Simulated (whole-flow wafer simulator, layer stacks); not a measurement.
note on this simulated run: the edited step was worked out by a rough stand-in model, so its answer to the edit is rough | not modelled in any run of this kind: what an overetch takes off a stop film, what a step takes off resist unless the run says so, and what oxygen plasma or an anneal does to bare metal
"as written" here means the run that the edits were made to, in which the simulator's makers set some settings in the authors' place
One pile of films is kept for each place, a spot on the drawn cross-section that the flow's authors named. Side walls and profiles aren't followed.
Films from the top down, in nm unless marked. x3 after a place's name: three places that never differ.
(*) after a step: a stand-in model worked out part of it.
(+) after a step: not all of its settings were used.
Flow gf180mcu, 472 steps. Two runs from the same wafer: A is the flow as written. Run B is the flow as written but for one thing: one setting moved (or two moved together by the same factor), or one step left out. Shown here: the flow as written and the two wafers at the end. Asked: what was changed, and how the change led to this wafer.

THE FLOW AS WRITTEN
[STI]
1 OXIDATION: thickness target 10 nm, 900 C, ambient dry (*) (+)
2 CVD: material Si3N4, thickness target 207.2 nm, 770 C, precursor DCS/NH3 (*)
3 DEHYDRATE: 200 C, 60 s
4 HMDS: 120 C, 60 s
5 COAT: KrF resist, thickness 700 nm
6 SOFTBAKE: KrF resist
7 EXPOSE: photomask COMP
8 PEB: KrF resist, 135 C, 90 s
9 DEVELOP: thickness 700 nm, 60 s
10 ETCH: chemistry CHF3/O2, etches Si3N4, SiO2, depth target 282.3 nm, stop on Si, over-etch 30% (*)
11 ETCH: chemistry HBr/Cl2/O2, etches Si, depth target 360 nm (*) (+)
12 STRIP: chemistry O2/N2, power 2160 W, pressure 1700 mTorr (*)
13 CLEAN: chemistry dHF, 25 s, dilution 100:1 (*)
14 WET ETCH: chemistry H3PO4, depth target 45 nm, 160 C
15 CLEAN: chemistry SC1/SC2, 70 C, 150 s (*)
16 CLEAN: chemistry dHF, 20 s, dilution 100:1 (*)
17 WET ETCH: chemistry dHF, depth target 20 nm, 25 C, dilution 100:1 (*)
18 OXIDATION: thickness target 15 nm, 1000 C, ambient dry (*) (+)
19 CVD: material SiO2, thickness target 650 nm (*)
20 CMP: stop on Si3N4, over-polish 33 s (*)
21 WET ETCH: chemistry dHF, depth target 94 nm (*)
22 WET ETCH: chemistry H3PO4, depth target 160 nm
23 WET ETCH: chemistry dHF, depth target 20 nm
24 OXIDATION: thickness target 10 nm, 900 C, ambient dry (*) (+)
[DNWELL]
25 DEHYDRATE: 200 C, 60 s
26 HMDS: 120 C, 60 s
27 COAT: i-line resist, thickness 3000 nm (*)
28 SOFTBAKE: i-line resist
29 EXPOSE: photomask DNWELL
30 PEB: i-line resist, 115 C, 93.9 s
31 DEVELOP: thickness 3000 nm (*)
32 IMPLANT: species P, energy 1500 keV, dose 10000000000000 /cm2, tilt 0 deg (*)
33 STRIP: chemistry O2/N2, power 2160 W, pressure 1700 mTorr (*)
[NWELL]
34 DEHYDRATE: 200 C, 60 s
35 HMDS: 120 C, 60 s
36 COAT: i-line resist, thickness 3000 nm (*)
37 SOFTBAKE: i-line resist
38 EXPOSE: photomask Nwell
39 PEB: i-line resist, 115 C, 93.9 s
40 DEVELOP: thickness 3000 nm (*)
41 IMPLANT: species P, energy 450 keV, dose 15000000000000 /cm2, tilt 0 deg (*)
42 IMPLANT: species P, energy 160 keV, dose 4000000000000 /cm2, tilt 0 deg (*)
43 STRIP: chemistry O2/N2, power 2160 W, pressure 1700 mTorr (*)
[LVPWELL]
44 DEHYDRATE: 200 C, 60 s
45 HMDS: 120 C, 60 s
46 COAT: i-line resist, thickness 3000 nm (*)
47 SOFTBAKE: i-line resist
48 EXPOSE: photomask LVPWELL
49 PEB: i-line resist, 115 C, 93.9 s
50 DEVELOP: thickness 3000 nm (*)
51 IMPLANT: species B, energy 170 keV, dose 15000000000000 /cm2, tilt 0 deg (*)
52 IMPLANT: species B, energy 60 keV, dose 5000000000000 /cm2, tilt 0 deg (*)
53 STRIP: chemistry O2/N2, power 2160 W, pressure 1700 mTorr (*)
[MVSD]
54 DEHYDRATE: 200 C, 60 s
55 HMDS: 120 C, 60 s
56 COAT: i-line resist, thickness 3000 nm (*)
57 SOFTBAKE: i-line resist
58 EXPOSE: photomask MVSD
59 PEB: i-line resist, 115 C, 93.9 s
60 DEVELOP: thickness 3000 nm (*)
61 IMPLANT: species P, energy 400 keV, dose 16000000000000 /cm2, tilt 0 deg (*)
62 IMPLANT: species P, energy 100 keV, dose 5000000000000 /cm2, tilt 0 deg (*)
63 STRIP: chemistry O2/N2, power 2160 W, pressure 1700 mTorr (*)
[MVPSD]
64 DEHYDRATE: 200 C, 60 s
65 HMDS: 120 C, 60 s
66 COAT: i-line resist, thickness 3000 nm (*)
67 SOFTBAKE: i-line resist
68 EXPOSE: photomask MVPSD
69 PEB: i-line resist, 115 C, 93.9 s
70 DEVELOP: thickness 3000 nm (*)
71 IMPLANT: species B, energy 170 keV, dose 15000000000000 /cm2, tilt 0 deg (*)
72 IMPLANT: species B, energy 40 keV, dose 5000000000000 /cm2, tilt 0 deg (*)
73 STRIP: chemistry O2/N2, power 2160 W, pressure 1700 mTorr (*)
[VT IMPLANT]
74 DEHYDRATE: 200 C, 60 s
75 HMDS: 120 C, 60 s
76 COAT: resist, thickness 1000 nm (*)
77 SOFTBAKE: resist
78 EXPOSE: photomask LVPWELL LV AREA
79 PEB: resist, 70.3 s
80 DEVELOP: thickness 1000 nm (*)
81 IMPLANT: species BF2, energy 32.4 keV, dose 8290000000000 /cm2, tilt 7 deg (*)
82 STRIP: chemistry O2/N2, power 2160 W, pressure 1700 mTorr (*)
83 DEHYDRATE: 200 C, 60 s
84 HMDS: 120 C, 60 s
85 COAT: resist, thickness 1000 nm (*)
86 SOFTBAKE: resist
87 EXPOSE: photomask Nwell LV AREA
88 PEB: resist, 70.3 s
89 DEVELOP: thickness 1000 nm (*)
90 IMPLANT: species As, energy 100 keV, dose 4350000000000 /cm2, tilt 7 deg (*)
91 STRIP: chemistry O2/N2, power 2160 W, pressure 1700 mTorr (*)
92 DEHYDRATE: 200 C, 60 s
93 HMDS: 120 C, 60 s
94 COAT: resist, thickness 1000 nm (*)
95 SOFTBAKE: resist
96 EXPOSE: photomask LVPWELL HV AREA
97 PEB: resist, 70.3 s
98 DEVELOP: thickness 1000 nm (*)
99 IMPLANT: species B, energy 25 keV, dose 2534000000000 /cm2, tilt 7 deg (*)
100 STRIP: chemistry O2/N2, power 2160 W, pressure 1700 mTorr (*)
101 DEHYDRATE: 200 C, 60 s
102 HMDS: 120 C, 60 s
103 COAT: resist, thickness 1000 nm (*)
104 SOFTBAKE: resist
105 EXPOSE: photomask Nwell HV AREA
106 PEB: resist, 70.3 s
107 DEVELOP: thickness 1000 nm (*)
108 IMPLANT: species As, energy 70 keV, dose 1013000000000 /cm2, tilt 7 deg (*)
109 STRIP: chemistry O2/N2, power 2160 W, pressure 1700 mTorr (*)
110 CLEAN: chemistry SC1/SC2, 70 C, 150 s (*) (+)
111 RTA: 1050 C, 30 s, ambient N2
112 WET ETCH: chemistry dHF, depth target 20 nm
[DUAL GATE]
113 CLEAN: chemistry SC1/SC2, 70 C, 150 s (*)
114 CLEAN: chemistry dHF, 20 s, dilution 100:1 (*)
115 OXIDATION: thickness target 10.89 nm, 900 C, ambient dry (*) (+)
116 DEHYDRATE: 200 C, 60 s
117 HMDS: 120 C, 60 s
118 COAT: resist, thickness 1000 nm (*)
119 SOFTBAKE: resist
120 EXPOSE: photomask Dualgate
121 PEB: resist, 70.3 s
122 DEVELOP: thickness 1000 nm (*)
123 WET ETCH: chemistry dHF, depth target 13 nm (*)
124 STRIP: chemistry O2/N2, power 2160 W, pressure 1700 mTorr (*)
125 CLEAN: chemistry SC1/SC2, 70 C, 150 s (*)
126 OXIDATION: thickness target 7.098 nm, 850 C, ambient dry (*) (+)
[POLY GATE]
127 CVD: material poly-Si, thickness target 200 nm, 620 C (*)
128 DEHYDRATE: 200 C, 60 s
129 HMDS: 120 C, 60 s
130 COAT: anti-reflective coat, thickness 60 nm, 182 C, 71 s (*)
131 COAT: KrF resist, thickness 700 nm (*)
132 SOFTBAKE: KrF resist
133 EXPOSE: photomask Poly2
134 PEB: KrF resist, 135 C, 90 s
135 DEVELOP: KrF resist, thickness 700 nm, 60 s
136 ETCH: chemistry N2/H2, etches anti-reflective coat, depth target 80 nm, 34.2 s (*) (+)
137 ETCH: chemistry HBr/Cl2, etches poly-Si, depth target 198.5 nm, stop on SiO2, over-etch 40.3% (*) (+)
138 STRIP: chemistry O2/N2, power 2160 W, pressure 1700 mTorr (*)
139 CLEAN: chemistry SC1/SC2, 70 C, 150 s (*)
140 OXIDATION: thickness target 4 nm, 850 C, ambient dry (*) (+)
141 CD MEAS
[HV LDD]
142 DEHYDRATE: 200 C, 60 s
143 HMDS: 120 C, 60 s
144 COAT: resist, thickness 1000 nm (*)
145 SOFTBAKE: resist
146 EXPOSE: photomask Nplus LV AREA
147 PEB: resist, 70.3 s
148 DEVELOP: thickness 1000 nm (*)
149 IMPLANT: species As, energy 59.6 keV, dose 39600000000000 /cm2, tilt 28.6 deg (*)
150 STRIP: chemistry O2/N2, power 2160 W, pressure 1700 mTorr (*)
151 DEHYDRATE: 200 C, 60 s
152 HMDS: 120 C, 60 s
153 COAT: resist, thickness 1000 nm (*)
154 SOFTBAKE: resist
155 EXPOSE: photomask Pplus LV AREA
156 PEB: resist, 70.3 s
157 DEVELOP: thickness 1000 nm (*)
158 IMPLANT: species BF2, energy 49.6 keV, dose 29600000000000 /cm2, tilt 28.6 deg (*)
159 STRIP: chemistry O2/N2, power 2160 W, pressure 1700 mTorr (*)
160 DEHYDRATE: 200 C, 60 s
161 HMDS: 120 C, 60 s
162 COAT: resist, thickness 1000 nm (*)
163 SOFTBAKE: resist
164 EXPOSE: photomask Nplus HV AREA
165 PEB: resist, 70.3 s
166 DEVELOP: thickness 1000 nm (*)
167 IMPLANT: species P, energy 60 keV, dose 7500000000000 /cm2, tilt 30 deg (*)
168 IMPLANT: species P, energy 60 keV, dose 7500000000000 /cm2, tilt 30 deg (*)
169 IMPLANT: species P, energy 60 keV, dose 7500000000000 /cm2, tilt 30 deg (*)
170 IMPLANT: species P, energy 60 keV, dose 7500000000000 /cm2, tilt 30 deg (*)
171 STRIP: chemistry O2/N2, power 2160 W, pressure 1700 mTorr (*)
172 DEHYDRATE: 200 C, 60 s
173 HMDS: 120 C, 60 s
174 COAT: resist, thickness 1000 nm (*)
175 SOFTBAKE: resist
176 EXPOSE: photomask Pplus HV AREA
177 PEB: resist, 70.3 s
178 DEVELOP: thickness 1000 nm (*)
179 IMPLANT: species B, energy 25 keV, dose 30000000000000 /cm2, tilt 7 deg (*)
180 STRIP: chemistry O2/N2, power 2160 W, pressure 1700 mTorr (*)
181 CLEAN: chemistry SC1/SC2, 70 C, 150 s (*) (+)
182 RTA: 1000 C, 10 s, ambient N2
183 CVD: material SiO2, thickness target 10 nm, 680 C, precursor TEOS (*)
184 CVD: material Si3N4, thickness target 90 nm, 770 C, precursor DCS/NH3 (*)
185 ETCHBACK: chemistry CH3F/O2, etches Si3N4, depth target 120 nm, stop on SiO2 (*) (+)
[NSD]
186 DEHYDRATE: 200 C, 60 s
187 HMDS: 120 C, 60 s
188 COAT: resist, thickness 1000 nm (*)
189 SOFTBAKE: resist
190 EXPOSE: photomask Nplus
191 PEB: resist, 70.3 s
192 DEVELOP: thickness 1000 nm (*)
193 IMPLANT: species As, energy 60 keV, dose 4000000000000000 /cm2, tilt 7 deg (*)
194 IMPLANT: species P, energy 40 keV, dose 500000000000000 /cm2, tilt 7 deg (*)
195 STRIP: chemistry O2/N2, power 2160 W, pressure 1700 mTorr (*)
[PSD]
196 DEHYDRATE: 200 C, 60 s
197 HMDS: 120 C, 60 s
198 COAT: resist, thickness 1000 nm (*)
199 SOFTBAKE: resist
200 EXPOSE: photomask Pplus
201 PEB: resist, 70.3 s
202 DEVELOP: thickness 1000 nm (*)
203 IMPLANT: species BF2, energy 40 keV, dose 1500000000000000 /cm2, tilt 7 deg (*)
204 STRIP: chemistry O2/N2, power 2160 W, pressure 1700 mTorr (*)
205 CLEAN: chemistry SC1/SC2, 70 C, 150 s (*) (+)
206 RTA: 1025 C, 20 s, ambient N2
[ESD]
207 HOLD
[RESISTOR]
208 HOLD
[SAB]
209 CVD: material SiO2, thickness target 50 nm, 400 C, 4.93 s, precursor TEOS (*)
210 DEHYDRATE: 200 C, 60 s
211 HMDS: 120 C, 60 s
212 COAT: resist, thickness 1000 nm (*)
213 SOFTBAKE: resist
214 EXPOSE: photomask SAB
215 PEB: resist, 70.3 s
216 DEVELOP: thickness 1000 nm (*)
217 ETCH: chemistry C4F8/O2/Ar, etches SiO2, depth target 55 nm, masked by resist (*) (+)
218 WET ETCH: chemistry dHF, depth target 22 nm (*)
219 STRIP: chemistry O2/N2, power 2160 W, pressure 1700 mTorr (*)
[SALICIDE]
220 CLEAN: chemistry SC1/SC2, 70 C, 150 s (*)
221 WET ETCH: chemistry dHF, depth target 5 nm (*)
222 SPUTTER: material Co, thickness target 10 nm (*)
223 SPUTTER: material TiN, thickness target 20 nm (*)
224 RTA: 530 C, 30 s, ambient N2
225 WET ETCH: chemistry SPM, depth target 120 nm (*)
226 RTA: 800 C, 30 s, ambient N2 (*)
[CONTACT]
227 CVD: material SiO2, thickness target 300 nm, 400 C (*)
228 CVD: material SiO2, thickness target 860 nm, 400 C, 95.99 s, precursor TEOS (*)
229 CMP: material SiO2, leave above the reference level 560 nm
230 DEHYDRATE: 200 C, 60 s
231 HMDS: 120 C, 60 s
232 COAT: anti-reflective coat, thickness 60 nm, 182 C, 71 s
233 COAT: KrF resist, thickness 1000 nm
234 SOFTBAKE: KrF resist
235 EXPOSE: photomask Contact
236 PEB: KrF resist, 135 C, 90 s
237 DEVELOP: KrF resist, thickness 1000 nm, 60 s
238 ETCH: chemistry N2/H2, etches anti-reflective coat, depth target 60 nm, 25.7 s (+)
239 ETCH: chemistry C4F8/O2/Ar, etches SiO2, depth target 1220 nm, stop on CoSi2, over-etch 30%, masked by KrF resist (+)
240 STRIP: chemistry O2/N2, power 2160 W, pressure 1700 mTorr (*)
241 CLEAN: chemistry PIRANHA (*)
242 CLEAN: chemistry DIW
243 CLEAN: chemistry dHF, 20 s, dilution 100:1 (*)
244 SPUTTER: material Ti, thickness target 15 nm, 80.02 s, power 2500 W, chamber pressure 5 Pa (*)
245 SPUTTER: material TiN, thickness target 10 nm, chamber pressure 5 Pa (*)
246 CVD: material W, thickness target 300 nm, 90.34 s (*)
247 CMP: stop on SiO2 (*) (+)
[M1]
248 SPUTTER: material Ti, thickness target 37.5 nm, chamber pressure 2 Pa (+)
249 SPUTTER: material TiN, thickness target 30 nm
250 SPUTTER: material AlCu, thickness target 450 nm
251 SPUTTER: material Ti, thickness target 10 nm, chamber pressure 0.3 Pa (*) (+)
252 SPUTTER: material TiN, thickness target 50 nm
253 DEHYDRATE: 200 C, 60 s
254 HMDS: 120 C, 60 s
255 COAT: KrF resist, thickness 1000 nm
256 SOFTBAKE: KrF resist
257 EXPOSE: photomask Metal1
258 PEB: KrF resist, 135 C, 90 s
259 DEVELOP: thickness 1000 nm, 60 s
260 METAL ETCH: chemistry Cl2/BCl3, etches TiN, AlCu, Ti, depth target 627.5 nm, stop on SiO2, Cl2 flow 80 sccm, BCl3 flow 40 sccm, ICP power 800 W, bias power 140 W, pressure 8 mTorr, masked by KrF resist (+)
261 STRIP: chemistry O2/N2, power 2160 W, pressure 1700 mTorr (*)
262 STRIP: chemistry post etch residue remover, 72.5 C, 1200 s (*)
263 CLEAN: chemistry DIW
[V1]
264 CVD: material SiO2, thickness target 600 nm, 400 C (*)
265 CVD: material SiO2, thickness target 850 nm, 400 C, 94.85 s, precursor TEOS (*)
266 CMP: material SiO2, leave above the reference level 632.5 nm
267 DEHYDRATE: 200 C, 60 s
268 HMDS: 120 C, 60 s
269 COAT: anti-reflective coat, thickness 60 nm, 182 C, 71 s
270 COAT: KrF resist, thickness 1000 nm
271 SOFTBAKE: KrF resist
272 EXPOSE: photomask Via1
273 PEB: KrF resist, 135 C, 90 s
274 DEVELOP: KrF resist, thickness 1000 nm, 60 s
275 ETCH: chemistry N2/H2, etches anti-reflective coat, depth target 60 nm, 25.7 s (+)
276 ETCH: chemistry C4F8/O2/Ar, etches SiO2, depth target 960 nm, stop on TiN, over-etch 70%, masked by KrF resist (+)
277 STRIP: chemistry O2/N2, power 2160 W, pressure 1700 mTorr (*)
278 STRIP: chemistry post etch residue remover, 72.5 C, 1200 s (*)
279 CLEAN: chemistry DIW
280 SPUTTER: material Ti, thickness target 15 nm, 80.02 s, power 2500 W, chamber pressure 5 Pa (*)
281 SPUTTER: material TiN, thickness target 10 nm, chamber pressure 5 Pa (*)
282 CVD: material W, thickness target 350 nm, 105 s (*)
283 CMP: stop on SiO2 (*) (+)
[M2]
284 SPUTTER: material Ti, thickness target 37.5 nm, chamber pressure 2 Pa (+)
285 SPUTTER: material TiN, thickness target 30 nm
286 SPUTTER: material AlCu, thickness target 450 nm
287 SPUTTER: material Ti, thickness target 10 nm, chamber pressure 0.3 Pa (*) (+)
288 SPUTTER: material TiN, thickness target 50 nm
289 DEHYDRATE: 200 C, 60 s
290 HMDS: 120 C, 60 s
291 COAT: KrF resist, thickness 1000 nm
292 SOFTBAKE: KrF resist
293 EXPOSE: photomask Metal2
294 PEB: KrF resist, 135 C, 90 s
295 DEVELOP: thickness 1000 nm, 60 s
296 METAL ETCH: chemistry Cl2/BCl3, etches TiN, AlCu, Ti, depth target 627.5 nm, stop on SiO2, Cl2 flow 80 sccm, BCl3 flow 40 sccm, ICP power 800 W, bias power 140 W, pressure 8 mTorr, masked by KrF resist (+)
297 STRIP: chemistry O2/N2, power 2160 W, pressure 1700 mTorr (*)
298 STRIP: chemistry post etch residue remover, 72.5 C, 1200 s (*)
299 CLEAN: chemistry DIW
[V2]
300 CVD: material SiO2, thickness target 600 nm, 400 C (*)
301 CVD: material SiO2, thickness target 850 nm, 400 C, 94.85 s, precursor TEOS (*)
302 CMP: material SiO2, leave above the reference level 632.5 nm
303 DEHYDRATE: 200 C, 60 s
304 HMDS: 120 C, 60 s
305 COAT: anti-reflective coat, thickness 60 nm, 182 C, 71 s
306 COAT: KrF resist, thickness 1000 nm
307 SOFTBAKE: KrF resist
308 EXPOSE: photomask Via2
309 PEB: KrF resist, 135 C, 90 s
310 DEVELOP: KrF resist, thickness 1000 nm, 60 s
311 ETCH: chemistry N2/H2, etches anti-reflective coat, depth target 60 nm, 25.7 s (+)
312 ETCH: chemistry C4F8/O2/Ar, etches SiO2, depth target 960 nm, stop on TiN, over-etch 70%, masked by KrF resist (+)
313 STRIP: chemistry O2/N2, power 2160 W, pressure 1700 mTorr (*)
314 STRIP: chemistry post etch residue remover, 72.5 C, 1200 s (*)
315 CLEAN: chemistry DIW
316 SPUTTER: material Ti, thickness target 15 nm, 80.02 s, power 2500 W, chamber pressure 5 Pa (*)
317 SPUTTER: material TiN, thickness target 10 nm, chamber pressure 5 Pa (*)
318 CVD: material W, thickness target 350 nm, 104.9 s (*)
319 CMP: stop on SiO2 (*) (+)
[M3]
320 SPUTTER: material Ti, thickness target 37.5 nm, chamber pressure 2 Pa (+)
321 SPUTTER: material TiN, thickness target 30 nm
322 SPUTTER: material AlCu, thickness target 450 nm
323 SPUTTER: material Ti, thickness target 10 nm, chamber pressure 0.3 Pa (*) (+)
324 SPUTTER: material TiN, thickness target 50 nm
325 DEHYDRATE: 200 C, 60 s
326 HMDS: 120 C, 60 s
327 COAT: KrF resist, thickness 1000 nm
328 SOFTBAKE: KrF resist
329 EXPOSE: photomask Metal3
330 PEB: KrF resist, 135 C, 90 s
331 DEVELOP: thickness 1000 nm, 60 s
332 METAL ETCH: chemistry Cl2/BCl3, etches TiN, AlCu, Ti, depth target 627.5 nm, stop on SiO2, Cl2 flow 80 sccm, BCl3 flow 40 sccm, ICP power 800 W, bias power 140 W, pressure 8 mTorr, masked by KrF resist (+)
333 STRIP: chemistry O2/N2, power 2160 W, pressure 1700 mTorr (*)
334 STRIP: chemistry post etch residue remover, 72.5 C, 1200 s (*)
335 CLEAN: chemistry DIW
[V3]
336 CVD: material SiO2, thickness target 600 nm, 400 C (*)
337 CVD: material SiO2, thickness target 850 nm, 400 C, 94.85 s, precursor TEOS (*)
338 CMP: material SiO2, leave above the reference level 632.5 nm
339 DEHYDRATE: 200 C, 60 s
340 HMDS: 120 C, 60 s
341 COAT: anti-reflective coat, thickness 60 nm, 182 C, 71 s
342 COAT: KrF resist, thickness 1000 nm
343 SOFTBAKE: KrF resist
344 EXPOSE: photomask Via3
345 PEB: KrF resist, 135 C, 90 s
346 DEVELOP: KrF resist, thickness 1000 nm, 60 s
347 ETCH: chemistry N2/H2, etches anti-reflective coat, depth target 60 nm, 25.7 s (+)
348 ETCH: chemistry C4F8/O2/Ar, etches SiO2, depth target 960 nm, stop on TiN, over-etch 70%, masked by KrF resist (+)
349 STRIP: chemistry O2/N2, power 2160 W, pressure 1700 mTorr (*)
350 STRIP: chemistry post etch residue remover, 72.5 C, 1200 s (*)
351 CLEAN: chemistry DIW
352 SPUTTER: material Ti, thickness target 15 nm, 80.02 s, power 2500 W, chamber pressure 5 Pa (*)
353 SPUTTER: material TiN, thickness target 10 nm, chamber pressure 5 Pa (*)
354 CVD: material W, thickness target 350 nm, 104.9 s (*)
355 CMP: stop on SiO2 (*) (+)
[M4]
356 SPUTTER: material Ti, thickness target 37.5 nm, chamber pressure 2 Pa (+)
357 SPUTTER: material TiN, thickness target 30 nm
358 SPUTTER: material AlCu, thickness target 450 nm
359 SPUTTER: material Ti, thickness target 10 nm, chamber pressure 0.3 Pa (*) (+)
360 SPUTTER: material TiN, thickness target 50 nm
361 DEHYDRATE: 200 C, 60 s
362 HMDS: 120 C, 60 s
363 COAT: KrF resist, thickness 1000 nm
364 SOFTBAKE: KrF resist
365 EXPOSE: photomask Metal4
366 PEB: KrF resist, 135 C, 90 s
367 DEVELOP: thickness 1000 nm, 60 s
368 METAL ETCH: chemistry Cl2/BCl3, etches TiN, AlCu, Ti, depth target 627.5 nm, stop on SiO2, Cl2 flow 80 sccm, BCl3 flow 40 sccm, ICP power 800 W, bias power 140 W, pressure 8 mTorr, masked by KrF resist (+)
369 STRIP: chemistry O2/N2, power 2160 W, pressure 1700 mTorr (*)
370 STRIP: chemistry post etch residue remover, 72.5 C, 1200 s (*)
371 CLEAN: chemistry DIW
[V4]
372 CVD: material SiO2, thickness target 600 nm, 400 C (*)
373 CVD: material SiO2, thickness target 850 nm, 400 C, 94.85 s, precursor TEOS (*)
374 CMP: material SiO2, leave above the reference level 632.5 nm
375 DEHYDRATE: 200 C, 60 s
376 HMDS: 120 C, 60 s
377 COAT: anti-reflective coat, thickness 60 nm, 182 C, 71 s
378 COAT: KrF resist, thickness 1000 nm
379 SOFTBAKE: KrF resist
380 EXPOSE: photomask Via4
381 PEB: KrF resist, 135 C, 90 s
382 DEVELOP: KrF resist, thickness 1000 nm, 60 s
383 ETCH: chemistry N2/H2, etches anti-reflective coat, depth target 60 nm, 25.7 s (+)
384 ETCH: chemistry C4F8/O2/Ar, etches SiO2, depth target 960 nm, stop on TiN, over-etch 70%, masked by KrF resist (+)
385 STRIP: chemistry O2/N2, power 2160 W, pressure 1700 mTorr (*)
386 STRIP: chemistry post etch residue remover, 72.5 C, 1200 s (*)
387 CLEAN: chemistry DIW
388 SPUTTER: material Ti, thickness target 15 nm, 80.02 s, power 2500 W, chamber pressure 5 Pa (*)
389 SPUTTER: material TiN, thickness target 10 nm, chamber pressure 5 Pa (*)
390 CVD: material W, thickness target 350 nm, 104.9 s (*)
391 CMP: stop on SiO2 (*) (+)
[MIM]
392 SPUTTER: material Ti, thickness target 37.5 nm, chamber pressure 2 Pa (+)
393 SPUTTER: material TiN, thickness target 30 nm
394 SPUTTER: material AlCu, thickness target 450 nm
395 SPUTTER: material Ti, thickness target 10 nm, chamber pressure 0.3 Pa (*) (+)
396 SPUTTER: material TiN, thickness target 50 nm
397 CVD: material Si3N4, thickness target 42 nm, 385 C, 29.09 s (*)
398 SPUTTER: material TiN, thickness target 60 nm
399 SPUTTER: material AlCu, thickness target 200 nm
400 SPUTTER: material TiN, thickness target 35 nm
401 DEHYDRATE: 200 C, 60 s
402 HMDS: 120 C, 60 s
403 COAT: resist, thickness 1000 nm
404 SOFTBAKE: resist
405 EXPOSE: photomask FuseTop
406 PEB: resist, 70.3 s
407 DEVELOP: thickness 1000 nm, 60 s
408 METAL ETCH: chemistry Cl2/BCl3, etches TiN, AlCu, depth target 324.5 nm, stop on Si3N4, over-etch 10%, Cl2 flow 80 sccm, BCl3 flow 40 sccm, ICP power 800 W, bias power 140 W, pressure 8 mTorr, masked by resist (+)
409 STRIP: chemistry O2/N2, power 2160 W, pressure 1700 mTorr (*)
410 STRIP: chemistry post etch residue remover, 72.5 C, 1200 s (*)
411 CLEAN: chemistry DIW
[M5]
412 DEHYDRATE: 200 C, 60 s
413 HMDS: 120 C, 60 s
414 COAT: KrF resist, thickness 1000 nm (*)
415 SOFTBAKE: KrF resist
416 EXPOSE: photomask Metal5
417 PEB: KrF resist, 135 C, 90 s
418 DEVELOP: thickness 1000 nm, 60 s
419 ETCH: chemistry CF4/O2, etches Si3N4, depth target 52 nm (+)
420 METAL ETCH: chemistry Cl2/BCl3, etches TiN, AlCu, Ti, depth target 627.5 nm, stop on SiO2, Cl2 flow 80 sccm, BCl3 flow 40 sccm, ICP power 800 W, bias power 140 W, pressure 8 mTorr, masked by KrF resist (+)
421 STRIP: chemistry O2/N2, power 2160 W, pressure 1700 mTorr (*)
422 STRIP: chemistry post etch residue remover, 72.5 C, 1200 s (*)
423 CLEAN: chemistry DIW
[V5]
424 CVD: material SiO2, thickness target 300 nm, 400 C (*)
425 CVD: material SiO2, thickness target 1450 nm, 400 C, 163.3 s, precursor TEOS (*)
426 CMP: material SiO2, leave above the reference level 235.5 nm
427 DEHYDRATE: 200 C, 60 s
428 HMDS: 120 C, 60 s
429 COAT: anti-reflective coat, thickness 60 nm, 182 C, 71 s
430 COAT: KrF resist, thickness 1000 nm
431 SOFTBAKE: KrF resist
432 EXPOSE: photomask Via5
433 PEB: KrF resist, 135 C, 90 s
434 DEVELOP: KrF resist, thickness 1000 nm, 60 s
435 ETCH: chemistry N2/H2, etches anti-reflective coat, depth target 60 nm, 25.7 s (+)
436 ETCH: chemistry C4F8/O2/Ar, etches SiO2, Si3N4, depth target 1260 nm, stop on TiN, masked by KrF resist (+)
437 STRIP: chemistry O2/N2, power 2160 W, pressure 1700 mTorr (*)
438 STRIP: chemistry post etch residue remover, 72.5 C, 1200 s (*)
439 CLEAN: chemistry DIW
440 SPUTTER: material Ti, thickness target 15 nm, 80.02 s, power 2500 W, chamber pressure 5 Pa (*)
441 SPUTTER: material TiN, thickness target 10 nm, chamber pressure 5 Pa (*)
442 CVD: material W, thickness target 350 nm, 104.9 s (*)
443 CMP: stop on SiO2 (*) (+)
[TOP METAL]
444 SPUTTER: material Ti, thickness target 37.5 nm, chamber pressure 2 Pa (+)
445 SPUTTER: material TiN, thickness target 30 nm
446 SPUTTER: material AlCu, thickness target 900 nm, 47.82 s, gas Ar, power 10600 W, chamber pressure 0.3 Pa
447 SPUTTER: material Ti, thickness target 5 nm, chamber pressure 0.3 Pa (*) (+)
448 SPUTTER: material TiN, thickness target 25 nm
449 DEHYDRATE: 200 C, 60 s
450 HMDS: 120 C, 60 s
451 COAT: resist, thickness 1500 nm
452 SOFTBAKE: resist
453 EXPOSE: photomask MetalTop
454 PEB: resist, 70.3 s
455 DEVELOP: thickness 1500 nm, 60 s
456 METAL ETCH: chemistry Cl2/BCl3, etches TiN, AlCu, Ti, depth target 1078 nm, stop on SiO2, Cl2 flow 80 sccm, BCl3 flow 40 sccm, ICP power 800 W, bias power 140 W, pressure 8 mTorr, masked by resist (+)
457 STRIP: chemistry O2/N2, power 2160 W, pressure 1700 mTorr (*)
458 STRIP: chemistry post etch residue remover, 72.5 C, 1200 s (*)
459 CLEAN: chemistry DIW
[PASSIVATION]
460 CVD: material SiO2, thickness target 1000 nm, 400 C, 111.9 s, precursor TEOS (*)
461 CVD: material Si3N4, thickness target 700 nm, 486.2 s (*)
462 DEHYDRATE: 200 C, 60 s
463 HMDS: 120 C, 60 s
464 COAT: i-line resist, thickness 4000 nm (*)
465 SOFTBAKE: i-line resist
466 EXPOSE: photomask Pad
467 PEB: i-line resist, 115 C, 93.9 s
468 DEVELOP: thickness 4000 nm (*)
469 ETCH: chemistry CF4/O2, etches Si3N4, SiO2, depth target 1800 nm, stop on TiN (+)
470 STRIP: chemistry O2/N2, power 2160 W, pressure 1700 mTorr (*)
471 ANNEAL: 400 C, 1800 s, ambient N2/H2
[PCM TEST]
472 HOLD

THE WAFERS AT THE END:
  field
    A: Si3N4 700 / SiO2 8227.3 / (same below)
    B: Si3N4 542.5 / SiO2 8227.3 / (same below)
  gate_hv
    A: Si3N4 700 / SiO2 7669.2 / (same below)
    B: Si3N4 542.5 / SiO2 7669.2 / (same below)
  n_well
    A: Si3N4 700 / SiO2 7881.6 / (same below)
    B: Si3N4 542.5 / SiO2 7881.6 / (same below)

The cause: step 461, CVD: thickness target 542 nm was run, where the flow has thickness target 700 nm; step 461, CVD: 376.8 s was run, where the flow has 486.2 s.

How the change led to this, step by step:
  461 CVD: material Si3N4, thickness target 700 nm, 486.2 s (*)
      field, field__w1, field__w2 and 109 more: A Si3N4 +700 (new film) | B Si3N4 +542.5 (new film)
  465 SOFTBAKE: i-line resist
      ld_acc_p, ld_fp_p: A i-line resist +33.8 | B i-line resist +33
      field__w5: A i-line resist +35.6 | B i-line resist +34.8
      (and at 27 more places)
  469 ETCH: chemistry CF4/O2, etches Si3N4, SiO2, depth target 1800 nm, stop on TiN (+)
      pad: A Si3N4 -700 (all of it), SiO2 -1000 (all of it) | B Si3N4 -542.5 (all of it), SiO2 -1000 (all of it)
